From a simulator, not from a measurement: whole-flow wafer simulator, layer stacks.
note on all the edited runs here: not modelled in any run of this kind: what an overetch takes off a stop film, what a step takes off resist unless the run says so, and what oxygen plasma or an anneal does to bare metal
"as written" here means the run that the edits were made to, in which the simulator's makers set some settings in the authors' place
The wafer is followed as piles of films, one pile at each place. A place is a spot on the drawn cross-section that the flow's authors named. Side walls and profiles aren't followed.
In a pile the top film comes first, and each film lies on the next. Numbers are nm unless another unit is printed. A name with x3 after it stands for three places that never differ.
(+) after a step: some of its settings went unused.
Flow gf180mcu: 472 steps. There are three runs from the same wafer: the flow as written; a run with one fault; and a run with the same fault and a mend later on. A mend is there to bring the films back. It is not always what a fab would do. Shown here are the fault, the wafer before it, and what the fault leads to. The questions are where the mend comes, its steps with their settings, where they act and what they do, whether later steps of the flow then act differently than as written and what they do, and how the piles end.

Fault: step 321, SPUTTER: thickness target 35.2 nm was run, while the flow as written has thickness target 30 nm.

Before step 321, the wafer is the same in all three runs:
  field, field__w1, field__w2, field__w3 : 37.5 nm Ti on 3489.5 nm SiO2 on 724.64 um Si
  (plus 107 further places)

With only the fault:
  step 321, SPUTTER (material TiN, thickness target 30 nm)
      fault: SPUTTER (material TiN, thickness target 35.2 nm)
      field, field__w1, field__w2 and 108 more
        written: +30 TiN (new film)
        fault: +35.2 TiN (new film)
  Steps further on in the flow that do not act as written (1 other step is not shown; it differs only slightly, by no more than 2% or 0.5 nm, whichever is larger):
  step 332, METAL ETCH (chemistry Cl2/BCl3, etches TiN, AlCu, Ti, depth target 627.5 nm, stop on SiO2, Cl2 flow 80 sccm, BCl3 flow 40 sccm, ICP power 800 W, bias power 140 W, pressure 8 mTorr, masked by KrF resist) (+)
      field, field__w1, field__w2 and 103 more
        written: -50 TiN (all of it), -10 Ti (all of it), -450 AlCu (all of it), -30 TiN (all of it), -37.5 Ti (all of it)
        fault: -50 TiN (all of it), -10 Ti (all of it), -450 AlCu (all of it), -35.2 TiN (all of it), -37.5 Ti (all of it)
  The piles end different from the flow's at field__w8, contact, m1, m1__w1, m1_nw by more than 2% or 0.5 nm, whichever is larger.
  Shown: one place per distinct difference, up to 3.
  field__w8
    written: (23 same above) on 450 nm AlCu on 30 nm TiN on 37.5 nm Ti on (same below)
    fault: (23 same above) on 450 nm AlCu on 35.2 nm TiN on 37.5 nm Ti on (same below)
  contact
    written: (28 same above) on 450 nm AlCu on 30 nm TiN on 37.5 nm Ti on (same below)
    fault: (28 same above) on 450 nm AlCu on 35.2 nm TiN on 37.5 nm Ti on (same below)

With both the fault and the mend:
  The mend stands after step 331.
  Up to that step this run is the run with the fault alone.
  step 332, METAL ETCH (chemistry Cl2/BCl3, etches TiN, AlCu, Ti, depth target 632.7 nm, stop on SiO2, Cl2 flow 80 sccm, BCl3 flow 40 sccm, ICP power 800 W, bias power 140 W, pressure 8 mTorr, masked by KrF resist) (+) (the flow's step 332, where the flow has depth target 627.5 nm)
      field, field__w1, field__w2 and 103 more
        -50 TiN (all of it), -10 Ti (all of it), -450 AlCu (all of it), -35.2 TiN (all of it), -37.5 Ti (all of it)
      field__w8, contact, m1, m1__w1, m1_nw
        -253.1 KrF resist
  Every later step of the flow that is run acts as written, at every place that is followed, to within 2% or 0.5 nm, whichever is larger.
  The piles end different from the flow's at field__w8, contact, m1, m1__w1, m1_nw by more than 2% or 0.5 nm, whichever is larger.
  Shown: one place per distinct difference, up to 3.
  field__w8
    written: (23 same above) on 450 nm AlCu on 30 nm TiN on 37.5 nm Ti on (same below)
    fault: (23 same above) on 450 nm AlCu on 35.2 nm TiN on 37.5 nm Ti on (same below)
    mend: (23 same above) on 450 nm AlCu on 35.2 nm TiN on 37.5 nm Ti on (same below)
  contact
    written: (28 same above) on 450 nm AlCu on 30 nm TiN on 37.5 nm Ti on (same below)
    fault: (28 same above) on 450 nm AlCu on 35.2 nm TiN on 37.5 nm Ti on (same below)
    mend: (28 same above) on 450 nm AlCu on 35.2 nm TiN on 37.5 nm Ti on (same below)
